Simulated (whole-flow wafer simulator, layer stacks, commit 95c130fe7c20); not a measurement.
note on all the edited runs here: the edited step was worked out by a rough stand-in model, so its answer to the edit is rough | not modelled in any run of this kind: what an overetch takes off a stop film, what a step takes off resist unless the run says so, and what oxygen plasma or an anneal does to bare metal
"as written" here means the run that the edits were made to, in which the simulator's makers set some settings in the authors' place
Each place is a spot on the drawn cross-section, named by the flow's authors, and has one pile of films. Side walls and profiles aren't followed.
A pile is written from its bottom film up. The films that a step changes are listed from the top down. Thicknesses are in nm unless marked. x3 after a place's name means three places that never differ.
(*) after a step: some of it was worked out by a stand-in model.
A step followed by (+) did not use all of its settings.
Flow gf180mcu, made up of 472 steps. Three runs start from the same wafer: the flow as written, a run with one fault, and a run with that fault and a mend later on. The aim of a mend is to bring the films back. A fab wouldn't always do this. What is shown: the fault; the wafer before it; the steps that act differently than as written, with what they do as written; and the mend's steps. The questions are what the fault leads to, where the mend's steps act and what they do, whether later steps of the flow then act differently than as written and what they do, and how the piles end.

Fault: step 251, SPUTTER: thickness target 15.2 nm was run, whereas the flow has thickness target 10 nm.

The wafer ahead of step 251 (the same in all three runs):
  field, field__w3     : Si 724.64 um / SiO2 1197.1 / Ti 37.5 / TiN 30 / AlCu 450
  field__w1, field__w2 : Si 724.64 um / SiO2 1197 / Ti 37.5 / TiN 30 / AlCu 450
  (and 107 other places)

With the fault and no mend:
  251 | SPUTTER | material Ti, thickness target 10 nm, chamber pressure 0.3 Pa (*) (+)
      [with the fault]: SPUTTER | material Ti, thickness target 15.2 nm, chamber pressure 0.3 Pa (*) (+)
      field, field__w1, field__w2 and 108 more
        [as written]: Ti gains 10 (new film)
        [with the fault]: Ti gains 15.2 (new film)
  Steps further on in the flow that do not act as written (5 other steps are not shown; they differ only slightly, by no more than 2% or 0.5 nm, whichever is larger):
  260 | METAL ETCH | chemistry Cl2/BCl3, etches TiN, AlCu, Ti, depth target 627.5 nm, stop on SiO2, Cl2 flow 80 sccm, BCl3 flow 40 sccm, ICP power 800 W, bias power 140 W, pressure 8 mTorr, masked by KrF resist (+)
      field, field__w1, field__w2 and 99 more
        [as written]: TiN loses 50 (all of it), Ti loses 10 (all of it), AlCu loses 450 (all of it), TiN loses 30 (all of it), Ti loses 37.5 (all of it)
        [with the fault]: TiN loses 50 (all of it), Ti loses 15.2 (all of it), AlCu loses 450 (all of it), TiN loses 30 (all of it), Ti loses 37.5 (all of it)
  At field__w8, contact, m1 and 6 more, the piles at the end differ from the flow's by more than 2% or 0.5 nm, whichever is larger.
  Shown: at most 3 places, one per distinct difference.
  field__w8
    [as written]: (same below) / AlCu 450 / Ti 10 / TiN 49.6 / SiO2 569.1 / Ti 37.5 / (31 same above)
    [with the fault]: (same below) / AlCu 450 / Ti 15.2 / TiN 49.6 / SiO2 563.9 / Ti 37.5 / (31 same above)
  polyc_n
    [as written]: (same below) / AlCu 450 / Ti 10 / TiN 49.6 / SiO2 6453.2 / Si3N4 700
    [with the fault]: (same below) / AlCu 450 / Ti 15.2 / TiN 49.6 / SiO2 6448 / Si3N4 700
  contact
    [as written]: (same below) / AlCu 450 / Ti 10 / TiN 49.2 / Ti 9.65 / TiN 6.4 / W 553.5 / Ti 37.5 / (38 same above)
    [with the fault]: (same below) / AlCu 450 / Ti 15.2 / TiN 49.2 / Ti 9.68 / TiN 6.42 / W 548.3 / Ti 37.5 / (38 same above)

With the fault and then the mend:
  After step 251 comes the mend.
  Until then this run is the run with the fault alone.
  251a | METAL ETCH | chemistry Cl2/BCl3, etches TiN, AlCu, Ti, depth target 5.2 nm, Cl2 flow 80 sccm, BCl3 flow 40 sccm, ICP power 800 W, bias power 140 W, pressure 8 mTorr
      field, field__w1, field__w2 and 108 more
        Ti loses 5.2
  None of the later steps of the flow acts differently than as written at any place that is followed.
  The piles end the same as the flow's at every place that both follow.
